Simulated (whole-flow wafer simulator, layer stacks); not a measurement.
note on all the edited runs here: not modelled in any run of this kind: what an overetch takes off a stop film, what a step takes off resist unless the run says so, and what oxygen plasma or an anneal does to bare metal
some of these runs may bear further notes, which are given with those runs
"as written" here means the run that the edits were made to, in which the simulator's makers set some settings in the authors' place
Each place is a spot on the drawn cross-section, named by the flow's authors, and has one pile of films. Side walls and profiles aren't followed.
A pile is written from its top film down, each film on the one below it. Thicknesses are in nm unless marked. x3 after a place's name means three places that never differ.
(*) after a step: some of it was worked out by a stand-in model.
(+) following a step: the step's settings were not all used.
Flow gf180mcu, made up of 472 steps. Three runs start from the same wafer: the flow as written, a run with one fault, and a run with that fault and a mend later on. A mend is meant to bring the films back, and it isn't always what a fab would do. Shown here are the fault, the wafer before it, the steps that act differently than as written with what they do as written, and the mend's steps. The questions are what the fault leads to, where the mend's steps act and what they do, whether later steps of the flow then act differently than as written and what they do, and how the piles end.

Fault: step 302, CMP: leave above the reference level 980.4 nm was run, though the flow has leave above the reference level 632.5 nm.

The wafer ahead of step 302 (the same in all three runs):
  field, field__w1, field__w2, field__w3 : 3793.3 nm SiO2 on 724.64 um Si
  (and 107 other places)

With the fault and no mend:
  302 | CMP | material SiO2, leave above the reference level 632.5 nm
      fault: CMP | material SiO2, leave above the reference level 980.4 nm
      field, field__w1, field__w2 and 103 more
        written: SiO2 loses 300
        fault: nothing
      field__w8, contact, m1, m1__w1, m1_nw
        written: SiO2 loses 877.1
        fault: SiO2 loses 529.2
  Later steps of the flow acting differently than as written (7 other steps are not shown; they differ only slightly, by no more than 2% or 0.5 nm, whichever is larger):
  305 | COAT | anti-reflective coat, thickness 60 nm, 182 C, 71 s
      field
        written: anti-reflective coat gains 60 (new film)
        fault: anti-reflective coat gains 79.1 (new film)
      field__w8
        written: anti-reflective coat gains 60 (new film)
        fault: anti-reflective coat gains 33.4 (new film)
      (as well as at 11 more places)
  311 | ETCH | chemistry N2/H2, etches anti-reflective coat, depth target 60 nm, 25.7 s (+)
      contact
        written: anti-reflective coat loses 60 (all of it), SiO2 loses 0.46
        fault: anti-reflective coat loses 35.5 (all of it), SiO2 loses 1.09
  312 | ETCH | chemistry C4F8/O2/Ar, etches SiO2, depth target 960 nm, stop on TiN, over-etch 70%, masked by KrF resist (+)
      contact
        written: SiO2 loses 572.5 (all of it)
        fault: SiO2 loses 919.7 (all of it)
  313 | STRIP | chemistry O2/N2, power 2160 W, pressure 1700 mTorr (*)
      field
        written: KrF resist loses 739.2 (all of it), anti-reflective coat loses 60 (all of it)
        fault: KrF resist loses 729.9 (all of it), anti-reflective coat loses 79.1 (all of it)
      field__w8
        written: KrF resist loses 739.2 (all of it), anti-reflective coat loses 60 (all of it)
        fault: KrF resist loses 734.4 (all of it), anti-reflective coat loses 33.4 (all of it)
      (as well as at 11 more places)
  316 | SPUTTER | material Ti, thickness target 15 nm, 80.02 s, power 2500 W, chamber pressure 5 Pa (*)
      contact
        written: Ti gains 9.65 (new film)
        fault: Ti gains 8.11 (new film)
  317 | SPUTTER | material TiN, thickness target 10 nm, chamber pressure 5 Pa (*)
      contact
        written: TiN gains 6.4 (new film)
        fault: TiN gains 5.38 (new film)
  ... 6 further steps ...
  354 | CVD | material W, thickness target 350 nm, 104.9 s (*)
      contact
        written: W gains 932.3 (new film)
        fault: W gains 978.5 (new film)
  The piles end different from the flow's at field, field__w1, field__w2 and 109 more by more than 2% or 0.5 nm, whichever is larger.
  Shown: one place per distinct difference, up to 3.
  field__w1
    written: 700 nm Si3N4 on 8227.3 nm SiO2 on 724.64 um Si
    fault: 700 nm Si3N4 on 8573.3 nm SiO2 on 724.64 um Si
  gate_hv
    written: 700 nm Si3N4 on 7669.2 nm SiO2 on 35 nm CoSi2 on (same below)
    fault: 700 nm Si3N4 on 8015.2 nm SiO2 on 35 nm CoSi2 on (same below)
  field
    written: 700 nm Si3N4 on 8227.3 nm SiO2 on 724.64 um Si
    fault: 700 nm Si3N4 on 8573.4 nm SiO2 on 724.64 um Si

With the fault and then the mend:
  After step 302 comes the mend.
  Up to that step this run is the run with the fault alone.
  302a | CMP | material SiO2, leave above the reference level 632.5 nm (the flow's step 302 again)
      field, field__w1, field__w2 and 103 more
        SiO2 loses 300
      field__w8, contact, m1, m1__w1, m1_nw
        SiO2 loses 347.9
  None of the later steps of the flow acts differently than as written at any place that is followed.
  At every place that both follow, the piles at the end match the flow's.
